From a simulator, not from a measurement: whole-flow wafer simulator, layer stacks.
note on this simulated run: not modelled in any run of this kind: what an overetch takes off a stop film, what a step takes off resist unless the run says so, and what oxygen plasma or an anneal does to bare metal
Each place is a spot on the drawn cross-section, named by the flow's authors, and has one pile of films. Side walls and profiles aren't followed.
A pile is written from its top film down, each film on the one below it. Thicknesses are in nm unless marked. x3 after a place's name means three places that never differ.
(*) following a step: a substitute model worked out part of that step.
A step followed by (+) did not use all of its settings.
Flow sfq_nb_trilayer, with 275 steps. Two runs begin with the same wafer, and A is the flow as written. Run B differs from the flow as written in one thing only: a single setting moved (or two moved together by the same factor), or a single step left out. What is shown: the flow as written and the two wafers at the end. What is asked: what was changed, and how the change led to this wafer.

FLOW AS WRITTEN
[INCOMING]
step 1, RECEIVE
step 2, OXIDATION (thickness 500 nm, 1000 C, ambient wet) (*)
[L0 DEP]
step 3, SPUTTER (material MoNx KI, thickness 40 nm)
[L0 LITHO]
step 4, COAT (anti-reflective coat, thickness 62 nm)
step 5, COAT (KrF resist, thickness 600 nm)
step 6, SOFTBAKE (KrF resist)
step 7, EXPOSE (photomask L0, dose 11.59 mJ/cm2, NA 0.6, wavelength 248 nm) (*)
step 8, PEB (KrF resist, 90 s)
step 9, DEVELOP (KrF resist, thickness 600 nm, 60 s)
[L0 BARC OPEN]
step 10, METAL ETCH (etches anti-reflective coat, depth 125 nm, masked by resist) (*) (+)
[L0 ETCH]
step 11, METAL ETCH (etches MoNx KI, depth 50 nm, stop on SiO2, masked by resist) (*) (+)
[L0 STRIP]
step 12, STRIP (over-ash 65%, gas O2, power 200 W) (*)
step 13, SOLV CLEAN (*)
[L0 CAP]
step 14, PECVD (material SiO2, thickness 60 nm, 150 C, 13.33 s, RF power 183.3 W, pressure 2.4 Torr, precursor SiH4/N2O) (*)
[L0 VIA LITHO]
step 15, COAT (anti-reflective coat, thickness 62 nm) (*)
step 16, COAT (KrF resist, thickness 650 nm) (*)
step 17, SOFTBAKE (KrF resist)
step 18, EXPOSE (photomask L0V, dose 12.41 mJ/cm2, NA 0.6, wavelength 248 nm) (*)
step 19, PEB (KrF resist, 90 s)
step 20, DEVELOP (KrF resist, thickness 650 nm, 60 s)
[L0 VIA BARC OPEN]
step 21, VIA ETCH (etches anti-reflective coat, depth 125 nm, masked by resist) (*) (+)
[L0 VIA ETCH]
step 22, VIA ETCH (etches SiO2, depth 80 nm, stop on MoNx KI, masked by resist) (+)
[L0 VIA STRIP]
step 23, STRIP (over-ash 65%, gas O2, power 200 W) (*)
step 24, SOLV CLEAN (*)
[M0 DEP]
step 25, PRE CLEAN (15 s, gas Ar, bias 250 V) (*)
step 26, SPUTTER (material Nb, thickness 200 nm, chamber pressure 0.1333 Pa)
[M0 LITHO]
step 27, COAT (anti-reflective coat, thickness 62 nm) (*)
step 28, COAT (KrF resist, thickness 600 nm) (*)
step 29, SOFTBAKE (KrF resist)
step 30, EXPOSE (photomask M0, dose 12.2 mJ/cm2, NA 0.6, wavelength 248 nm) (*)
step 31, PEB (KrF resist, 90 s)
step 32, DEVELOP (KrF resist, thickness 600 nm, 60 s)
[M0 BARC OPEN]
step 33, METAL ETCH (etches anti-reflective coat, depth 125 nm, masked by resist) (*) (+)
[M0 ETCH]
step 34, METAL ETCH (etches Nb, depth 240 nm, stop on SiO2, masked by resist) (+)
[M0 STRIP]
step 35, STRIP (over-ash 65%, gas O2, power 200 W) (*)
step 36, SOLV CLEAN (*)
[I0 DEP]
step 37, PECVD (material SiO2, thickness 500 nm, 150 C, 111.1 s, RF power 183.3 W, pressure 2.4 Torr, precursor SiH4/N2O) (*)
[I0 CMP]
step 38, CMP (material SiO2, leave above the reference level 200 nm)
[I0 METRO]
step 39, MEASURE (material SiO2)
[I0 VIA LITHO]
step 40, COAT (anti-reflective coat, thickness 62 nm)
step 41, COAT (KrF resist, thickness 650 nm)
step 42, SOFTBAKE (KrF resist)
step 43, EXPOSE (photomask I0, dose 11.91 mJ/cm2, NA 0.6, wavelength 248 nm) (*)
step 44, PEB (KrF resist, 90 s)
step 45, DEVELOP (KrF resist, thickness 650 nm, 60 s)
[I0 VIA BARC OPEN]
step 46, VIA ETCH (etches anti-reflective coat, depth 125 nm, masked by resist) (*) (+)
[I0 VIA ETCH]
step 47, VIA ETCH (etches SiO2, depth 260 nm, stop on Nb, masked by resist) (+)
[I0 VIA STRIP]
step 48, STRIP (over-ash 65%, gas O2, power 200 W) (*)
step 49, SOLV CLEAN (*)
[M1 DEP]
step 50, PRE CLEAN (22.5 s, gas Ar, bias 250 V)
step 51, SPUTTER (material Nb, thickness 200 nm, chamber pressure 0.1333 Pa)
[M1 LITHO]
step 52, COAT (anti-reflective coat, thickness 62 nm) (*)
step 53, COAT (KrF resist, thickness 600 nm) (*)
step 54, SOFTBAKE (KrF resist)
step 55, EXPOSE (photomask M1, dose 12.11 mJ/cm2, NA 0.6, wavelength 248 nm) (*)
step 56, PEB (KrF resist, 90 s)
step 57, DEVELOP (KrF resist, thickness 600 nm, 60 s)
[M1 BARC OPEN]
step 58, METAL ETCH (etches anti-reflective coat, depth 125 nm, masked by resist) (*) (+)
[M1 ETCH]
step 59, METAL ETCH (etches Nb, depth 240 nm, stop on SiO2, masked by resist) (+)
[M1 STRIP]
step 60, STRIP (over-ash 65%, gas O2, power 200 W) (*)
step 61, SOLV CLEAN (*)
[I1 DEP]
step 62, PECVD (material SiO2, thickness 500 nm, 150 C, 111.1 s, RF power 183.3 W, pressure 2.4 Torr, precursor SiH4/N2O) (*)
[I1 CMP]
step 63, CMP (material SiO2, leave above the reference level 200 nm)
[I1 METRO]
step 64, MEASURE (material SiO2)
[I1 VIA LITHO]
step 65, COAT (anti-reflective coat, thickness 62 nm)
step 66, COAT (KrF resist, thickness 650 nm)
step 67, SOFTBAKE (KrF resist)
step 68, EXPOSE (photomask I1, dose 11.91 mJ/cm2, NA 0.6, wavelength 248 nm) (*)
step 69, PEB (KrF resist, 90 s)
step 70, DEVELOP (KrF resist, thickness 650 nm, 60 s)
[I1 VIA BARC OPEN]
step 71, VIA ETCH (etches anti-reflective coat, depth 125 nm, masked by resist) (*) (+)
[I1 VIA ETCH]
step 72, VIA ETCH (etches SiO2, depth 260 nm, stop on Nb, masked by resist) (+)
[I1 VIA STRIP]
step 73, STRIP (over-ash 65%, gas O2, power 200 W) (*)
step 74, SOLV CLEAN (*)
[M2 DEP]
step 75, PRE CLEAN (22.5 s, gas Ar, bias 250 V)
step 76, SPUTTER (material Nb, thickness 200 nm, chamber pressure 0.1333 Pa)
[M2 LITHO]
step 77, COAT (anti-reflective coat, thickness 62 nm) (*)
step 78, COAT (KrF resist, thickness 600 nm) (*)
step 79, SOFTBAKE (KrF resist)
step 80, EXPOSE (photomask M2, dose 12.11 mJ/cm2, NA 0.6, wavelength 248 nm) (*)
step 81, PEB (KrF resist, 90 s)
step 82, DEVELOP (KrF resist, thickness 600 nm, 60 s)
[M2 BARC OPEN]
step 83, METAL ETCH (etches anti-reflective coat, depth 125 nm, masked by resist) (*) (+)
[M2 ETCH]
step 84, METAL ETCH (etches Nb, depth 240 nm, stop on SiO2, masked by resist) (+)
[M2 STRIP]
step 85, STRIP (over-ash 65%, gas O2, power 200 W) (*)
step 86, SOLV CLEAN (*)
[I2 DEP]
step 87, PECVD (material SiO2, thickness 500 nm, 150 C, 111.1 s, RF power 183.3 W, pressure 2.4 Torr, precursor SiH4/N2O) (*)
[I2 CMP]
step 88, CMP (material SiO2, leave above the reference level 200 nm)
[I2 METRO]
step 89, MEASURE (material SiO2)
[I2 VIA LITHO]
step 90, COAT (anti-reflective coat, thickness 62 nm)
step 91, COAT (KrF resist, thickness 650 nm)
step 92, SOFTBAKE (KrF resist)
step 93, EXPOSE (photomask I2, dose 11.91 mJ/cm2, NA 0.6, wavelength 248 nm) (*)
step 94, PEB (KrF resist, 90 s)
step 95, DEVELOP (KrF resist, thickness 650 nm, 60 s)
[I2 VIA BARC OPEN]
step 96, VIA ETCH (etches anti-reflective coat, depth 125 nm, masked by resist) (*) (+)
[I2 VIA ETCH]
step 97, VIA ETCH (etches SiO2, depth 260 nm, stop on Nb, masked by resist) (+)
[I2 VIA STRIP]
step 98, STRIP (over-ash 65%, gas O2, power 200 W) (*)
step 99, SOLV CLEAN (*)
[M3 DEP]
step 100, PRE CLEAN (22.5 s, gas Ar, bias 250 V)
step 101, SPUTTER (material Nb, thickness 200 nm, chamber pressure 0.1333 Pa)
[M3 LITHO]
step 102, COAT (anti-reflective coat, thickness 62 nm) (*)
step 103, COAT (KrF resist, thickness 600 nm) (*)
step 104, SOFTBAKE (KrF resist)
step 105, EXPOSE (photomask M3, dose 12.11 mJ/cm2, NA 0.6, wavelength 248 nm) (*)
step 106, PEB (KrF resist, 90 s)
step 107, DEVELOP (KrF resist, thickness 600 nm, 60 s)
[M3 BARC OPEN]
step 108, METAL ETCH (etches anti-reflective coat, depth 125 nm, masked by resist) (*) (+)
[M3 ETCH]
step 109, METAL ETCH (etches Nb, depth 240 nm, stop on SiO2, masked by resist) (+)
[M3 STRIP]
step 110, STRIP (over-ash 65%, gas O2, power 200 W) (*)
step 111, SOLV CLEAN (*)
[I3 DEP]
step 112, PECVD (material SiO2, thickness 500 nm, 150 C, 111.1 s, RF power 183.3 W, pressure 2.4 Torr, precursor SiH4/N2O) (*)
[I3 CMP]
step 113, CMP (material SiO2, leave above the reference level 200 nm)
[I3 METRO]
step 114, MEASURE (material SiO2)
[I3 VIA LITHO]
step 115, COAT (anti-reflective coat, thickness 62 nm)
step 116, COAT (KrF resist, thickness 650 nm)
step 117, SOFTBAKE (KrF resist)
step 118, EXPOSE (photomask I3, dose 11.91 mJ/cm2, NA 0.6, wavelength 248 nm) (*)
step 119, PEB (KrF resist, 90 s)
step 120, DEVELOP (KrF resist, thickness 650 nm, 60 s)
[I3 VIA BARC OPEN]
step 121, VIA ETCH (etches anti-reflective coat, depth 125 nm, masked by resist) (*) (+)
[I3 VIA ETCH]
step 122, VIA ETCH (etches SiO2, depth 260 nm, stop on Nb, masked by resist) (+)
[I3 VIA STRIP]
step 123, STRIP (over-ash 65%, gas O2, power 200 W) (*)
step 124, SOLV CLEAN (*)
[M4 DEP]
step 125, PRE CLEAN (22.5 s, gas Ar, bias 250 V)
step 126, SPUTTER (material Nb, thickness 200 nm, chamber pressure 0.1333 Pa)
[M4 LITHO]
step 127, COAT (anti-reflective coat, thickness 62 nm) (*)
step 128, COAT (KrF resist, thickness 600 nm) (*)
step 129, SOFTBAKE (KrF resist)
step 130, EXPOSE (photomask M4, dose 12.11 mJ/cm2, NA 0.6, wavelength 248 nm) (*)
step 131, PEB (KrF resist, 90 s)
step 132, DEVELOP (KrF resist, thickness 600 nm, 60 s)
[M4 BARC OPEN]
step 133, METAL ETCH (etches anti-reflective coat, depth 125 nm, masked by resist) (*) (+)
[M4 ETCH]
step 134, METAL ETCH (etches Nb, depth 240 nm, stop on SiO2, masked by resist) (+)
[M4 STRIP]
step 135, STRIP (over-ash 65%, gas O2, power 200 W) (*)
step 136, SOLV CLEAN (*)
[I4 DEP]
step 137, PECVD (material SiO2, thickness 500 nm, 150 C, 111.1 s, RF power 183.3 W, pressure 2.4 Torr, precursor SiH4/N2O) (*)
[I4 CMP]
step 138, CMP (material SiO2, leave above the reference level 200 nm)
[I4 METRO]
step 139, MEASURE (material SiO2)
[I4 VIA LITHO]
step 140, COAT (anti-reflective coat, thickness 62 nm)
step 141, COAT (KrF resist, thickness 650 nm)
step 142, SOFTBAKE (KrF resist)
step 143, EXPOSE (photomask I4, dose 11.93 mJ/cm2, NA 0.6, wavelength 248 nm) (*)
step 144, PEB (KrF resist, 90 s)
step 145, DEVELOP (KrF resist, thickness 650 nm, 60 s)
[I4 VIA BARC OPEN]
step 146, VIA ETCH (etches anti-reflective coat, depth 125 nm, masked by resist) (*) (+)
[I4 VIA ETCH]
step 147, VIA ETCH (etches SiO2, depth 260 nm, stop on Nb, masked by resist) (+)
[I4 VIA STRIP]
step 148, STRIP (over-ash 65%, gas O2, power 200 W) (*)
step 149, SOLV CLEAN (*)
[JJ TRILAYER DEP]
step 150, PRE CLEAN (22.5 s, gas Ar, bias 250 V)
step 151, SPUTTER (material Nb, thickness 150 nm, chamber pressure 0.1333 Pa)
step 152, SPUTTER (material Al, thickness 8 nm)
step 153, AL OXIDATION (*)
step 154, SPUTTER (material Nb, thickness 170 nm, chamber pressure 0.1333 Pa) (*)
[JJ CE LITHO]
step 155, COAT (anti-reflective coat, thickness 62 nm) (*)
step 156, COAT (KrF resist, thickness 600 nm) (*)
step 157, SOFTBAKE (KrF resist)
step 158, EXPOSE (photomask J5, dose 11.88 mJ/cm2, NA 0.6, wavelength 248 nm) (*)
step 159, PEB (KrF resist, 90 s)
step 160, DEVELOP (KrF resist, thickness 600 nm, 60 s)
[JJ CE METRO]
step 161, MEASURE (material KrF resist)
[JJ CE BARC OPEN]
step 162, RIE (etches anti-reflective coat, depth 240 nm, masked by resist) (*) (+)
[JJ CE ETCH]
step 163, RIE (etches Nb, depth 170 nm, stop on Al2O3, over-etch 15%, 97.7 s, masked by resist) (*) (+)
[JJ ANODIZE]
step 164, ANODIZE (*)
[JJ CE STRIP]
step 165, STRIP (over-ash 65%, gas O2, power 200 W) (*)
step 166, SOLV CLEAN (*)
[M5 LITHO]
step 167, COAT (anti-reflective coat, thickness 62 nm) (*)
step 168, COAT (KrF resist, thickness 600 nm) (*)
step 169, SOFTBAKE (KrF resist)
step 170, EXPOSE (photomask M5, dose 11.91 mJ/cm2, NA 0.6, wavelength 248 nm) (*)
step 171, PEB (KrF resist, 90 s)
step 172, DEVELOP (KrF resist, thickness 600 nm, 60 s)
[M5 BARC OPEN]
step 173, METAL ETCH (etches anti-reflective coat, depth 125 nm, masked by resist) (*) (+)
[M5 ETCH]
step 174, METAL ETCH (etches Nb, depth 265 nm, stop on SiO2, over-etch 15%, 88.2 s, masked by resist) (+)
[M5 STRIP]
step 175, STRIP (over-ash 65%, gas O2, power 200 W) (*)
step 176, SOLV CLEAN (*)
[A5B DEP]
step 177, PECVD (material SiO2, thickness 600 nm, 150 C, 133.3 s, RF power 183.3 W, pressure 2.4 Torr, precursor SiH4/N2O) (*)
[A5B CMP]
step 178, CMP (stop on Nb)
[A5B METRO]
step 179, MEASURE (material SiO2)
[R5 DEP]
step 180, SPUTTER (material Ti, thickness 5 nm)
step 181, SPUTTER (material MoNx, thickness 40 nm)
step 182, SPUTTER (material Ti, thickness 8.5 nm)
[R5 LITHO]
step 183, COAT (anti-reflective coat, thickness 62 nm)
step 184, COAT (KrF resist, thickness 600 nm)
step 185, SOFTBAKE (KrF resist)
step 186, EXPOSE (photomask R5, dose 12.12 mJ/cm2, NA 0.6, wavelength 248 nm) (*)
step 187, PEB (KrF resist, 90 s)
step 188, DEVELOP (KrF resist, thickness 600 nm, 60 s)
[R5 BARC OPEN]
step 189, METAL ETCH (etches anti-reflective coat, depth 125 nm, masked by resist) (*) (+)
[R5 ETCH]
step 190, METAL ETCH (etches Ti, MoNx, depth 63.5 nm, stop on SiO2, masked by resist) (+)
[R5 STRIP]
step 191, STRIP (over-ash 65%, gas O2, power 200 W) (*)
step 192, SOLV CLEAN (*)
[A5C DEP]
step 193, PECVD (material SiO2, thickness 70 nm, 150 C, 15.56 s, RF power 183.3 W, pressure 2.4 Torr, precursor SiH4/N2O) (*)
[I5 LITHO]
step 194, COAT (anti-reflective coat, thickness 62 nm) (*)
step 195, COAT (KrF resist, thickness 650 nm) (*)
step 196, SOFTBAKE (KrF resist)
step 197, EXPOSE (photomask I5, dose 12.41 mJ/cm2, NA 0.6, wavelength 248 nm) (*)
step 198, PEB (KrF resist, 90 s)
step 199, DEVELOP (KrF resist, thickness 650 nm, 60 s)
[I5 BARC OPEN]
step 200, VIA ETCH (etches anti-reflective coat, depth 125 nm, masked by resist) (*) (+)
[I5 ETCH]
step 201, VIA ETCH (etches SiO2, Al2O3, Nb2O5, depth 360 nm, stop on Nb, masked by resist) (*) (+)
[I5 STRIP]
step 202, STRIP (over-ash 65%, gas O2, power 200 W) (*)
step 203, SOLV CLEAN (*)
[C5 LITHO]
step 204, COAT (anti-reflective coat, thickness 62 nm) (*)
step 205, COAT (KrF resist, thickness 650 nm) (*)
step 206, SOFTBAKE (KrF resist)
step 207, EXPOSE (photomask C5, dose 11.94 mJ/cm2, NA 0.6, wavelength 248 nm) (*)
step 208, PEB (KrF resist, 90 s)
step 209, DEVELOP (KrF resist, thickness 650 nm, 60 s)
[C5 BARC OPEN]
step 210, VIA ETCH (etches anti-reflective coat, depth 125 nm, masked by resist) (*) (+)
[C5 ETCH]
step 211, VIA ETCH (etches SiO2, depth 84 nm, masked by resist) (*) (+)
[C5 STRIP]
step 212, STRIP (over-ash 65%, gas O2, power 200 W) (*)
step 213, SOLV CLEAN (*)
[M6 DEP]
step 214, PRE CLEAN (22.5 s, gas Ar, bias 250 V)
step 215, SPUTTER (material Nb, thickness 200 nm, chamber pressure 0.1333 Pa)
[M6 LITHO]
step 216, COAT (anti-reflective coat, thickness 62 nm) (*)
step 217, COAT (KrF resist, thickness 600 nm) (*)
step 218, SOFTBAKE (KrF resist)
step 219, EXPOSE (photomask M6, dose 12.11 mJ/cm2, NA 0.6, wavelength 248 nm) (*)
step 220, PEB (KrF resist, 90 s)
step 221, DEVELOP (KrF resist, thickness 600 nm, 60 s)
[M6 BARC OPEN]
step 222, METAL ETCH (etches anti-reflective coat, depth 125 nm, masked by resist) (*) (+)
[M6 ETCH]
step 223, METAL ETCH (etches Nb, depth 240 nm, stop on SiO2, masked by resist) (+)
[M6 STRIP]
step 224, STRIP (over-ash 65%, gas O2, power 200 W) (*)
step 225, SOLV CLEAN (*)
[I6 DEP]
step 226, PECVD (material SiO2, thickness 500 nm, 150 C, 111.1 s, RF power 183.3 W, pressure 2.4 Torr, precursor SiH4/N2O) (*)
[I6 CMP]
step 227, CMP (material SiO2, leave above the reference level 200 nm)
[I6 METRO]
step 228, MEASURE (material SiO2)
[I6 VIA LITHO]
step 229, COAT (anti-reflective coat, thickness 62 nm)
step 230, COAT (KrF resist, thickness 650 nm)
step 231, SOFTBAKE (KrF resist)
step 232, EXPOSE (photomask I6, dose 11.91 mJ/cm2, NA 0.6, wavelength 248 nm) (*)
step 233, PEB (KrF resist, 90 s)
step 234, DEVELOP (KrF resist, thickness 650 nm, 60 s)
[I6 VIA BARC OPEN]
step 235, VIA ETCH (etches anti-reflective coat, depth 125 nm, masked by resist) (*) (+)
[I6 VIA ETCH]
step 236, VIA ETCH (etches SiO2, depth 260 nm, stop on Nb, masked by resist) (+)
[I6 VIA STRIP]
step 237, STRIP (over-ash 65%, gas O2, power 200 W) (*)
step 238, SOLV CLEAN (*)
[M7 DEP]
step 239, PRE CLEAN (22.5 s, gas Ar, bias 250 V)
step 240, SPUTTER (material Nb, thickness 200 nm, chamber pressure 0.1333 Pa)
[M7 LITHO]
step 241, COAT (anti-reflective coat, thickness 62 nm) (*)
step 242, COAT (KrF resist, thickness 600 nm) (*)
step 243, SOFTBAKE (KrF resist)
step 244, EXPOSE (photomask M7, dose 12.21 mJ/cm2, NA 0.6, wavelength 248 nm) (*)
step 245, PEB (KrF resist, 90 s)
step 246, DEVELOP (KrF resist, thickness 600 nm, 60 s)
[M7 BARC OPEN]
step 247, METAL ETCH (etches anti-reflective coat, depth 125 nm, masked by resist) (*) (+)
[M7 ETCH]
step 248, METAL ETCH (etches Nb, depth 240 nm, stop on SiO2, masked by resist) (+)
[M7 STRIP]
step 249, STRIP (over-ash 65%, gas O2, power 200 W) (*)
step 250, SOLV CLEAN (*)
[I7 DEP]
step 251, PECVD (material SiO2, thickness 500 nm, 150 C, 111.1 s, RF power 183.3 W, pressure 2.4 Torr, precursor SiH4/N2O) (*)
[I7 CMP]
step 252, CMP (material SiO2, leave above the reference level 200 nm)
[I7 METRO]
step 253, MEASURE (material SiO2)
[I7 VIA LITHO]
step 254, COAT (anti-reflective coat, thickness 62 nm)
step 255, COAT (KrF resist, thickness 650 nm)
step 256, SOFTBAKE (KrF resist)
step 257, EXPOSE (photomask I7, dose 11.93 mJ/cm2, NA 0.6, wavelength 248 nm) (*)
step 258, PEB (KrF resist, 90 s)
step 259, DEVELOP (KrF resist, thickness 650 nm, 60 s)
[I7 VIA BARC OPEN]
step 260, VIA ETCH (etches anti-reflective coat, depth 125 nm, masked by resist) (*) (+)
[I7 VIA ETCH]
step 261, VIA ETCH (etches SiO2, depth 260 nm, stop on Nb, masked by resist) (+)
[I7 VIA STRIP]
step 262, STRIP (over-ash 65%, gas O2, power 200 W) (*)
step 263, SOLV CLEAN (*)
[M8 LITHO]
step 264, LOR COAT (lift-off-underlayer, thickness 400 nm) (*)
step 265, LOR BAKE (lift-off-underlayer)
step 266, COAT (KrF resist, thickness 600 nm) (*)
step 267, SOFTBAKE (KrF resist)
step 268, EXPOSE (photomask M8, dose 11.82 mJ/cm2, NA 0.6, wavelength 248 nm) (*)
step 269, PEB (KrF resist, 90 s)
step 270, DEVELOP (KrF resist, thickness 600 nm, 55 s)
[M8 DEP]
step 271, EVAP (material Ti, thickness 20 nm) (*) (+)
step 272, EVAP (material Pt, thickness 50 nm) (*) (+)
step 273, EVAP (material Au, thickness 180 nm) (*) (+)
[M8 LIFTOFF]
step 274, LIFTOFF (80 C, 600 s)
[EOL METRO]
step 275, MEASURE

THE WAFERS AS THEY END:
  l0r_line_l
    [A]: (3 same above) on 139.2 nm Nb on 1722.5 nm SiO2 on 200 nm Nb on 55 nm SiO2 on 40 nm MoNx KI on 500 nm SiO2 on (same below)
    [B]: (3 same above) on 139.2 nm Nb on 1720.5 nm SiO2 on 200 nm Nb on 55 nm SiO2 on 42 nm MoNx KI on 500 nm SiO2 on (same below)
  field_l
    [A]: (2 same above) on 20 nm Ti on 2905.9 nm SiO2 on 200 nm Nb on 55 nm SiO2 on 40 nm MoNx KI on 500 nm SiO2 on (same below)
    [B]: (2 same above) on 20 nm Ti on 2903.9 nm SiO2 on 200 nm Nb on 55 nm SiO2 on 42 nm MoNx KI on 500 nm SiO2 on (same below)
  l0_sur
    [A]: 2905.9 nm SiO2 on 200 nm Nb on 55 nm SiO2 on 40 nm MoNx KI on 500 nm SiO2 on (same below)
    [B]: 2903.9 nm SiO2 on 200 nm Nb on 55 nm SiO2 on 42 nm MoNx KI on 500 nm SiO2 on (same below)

What caused this: step 3, SPUTTER: thickness 42 nm was run, though the flow has thickness 40 nm.
One can read it off the wafer: l0r_line_l has MoNx KI 42, and step 3 as written asks for 40 nm.

Step by step, how the change led to this:
  step 3, SPUTTER (material MoNx KI, thickness 40 nm)
      field_l, v_sur, via_wl and 103 more: A MoNx KI gains 40 (new film) | B MoNx KI gains 42 (new film)
  step 11, METAL ETCH (etches MoNx KI, depth 50 nm, stop on SiO2, masked by resist) (*) (+)
      v_sur, via_wl, via_w and 97 more: A MoNx KI loses 40 (all of it) | B MoNx KI loses 42 (all of it)
